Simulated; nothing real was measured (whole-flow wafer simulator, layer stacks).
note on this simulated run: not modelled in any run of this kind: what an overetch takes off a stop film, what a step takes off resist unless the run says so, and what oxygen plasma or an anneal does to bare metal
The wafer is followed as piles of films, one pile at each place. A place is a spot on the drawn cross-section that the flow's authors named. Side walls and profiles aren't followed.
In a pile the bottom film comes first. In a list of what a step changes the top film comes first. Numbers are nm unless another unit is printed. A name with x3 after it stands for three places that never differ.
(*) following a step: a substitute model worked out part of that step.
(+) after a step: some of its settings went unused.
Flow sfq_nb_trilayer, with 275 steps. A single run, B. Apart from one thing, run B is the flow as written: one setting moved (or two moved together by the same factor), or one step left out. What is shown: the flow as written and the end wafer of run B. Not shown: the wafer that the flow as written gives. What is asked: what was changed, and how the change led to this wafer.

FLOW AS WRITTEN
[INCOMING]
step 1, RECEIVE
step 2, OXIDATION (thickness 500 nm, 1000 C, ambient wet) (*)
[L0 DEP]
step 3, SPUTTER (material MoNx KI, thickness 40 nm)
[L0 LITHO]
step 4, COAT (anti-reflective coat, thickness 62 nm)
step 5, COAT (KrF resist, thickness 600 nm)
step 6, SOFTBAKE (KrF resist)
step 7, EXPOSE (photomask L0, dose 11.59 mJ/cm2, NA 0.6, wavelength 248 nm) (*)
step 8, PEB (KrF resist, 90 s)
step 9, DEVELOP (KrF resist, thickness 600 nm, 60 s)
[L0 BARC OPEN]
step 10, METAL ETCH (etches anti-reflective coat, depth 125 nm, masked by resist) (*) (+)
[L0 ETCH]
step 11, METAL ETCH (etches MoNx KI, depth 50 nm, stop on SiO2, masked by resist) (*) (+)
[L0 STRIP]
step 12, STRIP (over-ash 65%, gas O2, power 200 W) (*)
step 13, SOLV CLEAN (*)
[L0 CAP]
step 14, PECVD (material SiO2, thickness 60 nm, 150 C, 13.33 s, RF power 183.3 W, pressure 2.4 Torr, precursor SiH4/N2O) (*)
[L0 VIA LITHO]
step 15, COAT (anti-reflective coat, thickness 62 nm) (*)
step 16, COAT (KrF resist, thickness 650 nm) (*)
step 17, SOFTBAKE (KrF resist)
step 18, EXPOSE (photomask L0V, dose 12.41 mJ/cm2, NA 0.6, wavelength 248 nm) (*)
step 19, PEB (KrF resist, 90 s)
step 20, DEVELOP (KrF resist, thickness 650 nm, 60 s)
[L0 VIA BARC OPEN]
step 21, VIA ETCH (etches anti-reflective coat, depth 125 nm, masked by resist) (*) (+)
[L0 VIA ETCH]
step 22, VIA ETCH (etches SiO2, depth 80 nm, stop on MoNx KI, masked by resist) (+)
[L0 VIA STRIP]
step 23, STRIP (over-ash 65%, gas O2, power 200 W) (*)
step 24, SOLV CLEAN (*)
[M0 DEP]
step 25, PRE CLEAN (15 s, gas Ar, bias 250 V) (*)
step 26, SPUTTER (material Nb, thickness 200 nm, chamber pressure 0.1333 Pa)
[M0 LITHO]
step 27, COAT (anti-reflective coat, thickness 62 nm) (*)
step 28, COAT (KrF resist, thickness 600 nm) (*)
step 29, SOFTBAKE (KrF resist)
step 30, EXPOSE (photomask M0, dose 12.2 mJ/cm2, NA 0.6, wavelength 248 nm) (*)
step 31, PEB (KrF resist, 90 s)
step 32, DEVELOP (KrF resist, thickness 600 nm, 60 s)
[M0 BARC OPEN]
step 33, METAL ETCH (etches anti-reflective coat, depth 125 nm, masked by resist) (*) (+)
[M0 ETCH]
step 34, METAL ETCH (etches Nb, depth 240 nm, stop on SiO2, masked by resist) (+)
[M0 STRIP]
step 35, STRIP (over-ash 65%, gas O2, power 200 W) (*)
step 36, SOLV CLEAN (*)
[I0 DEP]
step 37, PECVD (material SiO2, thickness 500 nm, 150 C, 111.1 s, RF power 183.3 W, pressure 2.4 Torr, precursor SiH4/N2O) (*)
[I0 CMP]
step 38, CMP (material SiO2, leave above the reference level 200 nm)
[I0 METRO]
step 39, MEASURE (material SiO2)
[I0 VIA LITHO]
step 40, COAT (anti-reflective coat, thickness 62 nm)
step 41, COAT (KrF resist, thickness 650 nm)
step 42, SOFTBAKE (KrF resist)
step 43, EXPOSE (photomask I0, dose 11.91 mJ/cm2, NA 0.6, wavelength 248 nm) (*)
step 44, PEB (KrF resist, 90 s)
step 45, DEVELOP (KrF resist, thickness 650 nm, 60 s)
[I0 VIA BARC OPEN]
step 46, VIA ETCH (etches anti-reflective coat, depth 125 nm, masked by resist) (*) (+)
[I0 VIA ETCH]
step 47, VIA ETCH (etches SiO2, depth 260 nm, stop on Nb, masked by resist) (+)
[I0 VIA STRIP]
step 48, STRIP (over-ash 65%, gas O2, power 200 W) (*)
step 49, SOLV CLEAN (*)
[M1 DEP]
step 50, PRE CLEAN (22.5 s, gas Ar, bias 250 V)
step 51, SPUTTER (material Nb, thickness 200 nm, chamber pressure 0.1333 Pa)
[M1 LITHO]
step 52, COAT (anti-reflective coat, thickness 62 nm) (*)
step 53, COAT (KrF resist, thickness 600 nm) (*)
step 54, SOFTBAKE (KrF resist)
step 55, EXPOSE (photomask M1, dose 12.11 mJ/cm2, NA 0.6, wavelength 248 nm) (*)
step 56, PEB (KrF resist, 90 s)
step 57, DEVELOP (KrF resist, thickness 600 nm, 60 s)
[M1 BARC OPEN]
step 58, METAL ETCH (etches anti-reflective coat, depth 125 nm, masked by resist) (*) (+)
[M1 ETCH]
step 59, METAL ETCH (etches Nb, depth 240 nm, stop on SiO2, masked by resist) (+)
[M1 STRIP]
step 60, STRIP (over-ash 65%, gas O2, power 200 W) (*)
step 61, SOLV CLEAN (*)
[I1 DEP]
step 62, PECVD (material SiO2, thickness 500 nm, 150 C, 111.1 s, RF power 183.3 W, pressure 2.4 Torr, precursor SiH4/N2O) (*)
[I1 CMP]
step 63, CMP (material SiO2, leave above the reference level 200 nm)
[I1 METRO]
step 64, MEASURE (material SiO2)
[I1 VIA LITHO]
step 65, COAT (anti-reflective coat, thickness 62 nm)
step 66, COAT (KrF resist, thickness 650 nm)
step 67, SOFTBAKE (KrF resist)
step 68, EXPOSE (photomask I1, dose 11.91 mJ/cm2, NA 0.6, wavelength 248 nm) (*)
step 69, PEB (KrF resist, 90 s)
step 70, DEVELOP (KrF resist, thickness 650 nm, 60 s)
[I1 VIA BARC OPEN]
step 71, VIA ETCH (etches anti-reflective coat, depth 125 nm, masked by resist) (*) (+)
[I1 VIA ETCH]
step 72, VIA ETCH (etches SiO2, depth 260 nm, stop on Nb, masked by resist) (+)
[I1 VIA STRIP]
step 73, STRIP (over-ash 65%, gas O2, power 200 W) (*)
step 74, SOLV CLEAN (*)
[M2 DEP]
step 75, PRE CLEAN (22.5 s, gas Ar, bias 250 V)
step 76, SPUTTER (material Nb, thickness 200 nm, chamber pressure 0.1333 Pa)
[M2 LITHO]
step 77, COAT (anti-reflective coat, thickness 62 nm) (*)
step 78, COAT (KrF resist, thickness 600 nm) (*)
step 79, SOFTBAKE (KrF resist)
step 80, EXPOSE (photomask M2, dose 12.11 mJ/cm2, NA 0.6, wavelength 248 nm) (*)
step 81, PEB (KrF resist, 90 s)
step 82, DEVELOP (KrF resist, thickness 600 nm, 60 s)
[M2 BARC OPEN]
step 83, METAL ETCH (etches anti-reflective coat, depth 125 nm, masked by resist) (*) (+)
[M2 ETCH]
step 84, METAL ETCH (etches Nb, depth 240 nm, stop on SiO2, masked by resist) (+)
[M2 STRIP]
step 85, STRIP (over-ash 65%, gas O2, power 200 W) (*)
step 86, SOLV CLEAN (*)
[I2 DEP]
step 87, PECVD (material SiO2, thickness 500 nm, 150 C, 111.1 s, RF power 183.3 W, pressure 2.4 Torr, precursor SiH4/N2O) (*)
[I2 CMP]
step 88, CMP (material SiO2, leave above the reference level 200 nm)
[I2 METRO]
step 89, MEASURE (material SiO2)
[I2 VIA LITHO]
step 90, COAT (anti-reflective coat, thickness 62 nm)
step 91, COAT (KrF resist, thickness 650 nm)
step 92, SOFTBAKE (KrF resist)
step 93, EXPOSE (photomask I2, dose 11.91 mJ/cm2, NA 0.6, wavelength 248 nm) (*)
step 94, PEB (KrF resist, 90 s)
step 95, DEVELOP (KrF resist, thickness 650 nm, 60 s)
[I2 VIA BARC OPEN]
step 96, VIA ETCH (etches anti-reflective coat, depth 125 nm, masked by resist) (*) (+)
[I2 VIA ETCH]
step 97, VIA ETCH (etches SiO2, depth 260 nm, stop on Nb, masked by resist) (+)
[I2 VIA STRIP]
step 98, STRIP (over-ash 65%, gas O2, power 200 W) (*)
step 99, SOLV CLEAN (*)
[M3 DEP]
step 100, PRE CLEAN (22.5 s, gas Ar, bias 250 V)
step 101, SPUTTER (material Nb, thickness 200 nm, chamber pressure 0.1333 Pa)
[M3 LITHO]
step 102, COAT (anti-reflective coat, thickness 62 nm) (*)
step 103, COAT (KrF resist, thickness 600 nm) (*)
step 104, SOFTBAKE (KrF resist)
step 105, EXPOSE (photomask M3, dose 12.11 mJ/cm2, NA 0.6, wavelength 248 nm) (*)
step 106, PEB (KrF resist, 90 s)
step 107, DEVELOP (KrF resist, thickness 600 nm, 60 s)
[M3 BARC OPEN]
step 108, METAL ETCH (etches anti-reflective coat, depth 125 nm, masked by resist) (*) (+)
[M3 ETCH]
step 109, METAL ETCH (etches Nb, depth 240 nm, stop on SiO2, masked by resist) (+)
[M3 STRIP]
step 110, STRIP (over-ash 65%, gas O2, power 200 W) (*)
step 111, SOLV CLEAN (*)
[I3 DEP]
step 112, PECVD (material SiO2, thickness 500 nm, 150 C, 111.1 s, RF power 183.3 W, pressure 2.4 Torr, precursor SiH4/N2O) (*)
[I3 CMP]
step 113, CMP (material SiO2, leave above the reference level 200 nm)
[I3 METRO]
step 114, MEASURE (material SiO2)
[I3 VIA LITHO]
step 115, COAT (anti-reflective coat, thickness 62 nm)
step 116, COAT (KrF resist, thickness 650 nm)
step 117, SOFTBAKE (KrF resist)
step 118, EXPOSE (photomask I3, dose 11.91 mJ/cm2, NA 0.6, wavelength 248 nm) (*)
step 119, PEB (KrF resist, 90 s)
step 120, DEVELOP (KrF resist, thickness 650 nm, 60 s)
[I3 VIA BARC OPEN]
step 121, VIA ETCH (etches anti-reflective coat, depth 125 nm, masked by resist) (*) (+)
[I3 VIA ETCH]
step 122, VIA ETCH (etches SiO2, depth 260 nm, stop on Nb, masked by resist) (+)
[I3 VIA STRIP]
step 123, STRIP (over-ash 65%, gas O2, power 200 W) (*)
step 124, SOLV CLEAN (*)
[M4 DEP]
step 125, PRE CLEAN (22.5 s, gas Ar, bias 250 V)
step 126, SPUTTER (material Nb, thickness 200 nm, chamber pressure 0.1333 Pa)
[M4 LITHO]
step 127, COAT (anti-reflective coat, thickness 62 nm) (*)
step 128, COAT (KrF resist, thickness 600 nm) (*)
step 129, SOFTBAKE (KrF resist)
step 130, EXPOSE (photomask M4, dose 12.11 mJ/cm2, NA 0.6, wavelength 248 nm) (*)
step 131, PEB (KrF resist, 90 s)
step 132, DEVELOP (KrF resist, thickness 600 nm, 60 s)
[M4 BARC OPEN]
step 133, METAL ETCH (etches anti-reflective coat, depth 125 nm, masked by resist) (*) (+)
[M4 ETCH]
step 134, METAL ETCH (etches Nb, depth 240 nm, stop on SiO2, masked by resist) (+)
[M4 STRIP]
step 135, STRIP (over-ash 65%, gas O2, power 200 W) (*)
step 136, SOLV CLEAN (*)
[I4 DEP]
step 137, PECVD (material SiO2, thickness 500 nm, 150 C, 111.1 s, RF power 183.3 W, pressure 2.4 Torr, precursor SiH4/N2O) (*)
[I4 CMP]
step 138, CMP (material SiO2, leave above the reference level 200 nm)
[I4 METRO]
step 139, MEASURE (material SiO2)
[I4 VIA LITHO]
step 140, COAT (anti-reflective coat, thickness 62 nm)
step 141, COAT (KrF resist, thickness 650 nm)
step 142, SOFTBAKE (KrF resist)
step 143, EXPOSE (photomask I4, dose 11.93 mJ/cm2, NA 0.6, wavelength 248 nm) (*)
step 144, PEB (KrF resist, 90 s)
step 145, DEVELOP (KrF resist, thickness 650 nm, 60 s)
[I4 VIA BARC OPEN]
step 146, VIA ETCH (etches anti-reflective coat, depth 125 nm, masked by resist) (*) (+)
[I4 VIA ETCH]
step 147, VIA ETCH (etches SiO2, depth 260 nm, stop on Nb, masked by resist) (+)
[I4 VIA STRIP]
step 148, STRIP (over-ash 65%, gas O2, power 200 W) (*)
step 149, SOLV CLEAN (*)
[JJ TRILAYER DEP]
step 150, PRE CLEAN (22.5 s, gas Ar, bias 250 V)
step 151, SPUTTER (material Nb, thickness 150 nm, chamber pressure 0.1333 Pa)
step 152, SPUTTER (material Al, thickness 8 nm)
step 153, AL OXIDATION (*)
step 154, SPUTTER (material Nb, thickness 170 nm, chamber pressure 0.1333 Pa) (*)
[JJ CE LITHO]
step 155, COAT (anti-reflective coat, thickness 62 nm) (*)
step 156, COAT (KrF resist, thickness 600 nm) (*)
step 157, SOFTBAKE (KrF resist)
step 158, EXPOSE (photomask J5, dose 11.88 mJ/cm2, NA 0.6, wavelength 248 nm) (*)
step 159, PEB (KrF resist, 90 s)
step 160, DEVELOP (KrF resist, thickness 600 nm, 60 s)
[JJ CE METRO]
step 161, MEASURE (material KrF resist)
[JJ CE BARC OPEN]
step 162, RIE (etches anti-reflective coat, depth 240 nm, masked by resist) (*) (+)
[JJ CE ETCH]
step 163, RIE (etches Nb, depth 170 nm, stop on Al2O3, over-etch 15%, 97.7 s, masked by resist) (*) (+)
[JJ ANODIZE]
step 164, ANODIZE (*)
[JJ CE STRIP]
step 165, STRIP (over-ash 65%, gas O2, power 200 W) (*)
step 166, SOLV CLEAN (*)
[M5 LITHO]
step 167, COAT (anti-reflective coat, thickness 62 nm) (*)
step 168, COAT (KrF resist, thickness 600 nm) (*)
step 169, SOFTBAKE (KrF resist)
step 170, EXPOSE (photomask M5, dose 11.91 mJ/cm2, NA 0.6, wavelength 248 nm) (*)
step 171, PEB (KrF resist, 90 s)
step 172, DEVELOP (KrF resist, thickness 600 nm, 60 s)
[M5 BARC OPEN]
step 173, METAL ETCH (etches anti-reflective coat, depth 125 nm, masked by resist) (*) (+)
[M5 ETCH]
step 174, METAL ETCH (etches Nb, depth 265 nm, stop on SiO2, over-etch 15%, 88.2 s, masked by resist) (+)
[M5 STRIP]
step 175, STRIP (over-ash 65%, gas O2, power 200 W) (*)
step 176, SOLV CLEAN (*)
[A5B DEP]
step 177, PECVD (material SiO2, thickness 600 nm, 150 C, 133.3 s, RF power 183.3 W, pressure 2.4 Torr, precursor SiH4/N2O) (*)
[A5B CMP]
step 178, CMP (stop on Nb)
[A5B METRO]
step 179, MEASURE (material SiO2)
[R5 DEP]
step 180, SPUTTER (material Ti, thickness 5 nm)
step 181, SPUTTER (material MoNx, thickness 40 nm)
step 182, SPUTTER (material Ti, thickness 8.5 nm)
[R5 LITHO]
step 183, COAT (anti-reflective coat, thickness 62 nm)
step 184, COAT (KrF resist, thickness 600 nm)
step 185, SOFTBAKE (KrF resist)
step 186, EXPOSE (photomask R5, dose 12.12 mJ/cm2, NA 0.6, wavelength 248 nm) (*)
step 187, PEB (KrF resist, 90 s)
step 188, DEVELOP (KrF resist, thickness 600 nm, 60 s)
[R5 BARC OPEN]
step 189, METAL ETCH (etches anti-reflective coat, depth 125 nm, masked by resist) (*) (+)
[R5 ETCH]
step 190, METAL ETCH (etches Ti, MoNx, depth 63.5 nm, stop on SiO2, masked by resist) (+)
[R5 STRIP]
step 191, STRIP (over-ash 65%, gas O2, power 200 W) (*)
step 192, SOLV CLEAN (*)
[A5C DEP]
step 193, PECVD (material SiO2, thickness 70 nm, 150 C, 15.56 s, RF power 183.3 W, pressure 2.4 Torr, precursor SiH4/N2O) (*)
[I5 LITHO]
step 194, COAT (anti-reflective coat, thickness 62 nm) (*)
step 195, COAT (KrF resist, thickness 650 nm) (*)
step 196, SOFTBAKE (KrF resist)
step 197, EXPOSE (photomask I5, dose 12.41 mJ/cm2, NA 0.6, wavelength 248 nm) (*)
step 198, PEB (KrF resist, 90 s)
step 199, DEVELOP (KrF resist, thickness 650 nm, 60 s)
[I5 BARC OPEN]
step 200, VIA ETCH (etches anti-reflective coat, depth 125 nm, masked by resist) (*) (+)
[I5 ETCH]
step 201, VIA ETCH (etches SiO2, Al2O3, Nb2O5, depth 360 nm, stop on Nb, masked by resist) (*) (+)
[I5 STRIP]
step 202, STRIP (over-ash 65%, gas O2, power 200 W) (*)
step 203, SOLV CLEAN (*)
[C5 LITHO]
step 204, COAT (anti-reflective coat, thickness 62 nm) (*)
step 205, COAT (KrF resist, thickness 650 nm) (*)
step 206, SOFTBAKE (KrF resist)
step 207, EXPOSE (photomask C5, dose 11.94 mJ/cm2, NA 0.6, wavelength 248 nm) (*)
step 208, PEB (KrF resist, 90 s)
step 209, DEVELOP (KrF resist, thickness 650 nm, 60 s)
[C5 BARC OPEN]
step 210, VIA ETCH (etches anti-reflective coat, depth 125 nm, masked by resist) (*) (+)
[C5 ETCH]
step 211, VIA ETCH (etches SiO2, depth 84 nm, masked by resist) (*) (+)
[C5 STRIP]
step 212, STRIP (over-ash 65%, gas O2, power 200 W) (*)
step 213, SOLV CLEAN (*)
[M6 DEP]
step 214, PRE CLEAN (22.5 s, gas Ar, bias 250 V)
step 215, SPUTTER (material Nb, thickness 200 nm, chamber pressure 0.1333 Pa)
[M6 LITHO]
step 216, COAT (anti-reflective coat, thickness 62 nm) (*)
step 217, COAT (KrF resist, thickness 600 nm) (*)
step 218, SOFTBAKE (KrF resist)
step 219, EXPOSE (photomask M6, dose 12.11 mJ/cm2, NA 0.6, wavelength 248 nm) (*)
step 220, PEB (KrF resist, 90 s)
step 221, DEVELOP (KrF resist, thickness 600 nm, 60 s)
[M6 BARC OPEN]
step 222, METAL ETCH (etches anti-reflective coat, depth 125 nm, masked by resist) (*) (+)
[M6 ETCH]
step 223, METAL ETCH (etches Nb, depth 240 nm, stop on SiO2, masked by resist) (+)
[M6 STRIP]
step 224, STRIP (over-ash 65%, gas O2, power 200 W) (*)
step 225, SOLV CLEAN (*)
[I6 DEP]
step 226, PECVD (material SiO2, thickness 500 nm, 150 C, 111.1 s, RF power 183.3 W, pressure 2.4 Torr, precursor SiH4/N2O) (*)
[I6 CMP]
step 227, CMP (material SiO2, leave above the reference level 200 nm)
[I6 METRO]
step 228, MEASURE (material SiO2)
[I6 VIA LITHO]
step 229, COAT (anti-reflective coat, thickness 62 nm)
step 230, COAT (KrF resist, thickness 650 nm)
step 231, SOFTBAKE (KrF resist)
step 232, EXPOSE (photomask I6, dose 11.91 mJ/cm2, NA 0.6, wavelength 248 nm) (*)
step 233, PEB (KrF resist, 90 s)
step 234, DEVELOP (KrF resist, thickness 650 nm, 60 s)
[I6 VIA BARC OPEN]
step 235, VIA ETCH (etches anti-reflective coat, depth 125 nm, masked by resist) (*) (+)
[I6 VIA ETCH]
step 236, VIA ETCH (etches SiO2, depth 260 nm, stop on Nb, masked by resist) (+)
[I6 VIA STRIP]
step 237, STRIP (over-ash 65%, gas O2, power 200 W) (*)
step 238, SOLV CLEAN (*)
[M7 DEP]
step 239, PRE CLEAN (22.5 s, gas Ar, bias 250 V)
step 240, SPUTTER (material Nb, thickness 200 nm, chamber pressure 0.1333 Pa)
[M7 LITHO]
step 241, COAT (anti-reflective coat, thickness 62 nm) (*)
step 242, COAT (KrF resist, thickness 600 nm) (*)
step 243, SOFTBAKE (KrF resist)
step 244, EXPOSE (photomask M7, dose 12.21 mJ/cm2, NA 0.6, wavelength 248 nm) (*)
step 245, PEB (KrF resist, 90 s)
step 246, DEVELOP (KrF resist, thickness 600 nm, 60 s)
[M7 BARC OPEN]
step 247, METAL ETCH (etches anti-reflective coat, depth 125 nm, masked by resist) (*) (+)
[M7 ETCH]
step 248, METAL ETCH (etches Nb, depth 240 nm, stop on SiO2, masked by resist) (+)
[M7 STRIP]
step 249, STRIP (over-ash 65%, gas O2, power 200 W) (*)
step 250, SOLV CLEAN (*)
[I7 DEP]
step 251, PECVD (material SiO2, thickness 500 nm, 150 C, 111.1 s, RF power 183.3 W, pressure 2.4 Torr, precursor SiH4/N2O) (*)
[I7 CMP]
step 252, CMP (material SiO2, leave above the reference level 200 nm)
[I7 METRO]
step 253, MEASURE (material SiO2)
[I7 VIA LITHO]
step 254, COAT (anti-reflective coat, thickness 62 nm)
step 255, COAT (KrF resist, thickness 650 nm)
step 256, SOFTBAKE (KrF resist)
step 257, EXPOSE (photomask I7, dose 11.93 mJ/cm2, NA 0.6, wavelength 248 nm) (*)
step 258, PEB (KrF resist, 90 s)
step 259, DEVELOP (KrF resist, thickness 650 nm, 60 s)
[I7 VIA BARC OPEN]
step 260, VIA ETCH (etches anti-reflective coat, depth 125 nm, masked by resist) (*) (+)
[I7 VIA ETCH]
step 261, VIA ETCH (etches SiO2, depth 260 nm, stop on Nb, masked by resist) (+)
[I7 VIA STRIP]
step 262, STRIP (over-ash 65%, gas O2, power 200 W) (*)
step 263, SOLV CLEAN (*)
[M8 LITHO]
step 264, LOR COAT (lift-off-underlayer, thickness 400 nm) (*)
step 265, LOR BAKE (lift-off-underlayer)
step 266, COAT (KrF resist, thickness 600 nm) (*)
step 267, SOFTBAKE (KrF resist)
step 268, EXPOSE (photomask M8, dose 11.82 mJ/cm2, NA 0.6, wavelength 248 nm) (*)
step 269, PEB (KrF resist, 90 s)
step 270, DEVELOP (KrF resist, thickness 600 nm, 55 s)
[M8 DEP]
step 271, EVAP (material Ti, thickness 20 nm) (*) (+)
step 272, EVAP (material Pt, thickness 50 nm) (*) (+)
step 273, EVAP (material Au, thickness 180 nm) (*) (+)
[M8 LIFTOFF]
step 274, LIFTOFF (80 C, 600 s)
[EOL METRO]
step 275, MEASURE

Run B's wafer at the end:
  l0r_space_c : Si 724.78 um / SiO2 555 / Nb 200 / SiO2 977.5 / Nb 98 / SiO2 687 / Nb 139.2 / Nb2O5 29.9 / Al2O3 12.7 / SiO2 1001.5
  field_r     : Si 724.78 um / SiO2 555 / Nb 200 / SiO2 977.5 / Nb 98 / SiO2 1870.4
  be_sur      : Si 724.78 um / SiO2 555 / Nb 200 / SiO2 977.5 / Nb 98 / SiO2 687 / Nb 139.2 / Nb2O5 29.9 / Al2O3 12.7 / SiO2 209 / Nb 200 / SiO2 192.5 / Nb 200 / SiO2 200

What caused this: step 109, METAL ETCH: depth 102 nm was run, while the flow as written has depth 240 nm.

Step by step, how the change led to this:
  step 109, METAL ETCH (etches Nb, depth 240 nm, stop on SiO2, masked by resist) (+)
      field_l, be, be_sur and 72 more: Nb loses 102 (as written it would have been: Nb loses 200 (all of it))
      v_sur, via_wl, via_w and 28 more: KrF resist loses 60 (as written it would have been: KrF resist loses 141.2)
  step 110, STRIP (over-ash 65%, gas O2, power 200 W) (*)
      p4_w1, p4_w2, p4_w3 and 21 more: KrF resist loses 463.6 (all of it), anti-reflective coat loses 62 (all of it) (as written it would have been: KrF resist loses 382.4 (all of it), anti-reflective coat loses 62 (all of it))
      via_wl, via_wr: KrF resist loses 465.4 (all of it), anti-reflective coat loses 34.2 (all of it) (as written it would have been: KrF resist loses 384.2 (all of it), anti-reflective coat loses 34.2 (all of it))
      (as well as at 5 more places)
  step 112, PECVD (material SiO2, thickness 500 nm, 150 C, 111.1 s, RF power 183.3 W, pressure 2.4 Torr, precursor SiH4/N2O) (*)
      field_l, be, be_sur and 64 more: SiO2 gains 500 (new film) (as written it would have been: SiO2 gains 500)
      p4_g1, p4_g2, p3_s0, p3_s1, p3_s2, p3_s3, p3_s4, p3_s5: SiO2 gains 500 (new film) (as written it would have been: SiO2 gains 557.1)
  step 113, CMP (material SiO2, leave above the reference level 200 nm)
      field_l, be, be_sur and 64 more: SiO2 loses 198 (as written it would have been: SiO2 loses 100)
      p4_g1, p4_g2, p3_s0, p3_s1, p3_s2, p3_s3, p3_s4, p3_s5: SiO2 loses 198 (as written it would have been: SiO2 loses 157.1)
If metal films that touch count as one body, l0r_space_c has 3 bodies (between them, from the top down: SiO2 687; SiO2 977.5); the flow as written gives 2 bodies (between them, from the top down: SiO2 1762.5).
If metal films that touch count as one body, field_r has 2 bodies (between them, from the top down: SiO2 977.5); the flow as written gives 1 body.
If metal films that touch count as one body, be_sur has 5 bodies (between them, from the top down: SiO2 192.5; SiO2 209 / Al2O3 12.7 / Nb2O5 29.9; SiO2 687; SiO2 977.5); the flow as written gives 4 bodies (between them, from the top down: SiO2 192.5; SiO2 209 / Al2O3 12.7 / Nb2O5 29.9; SiO2 1762.5).
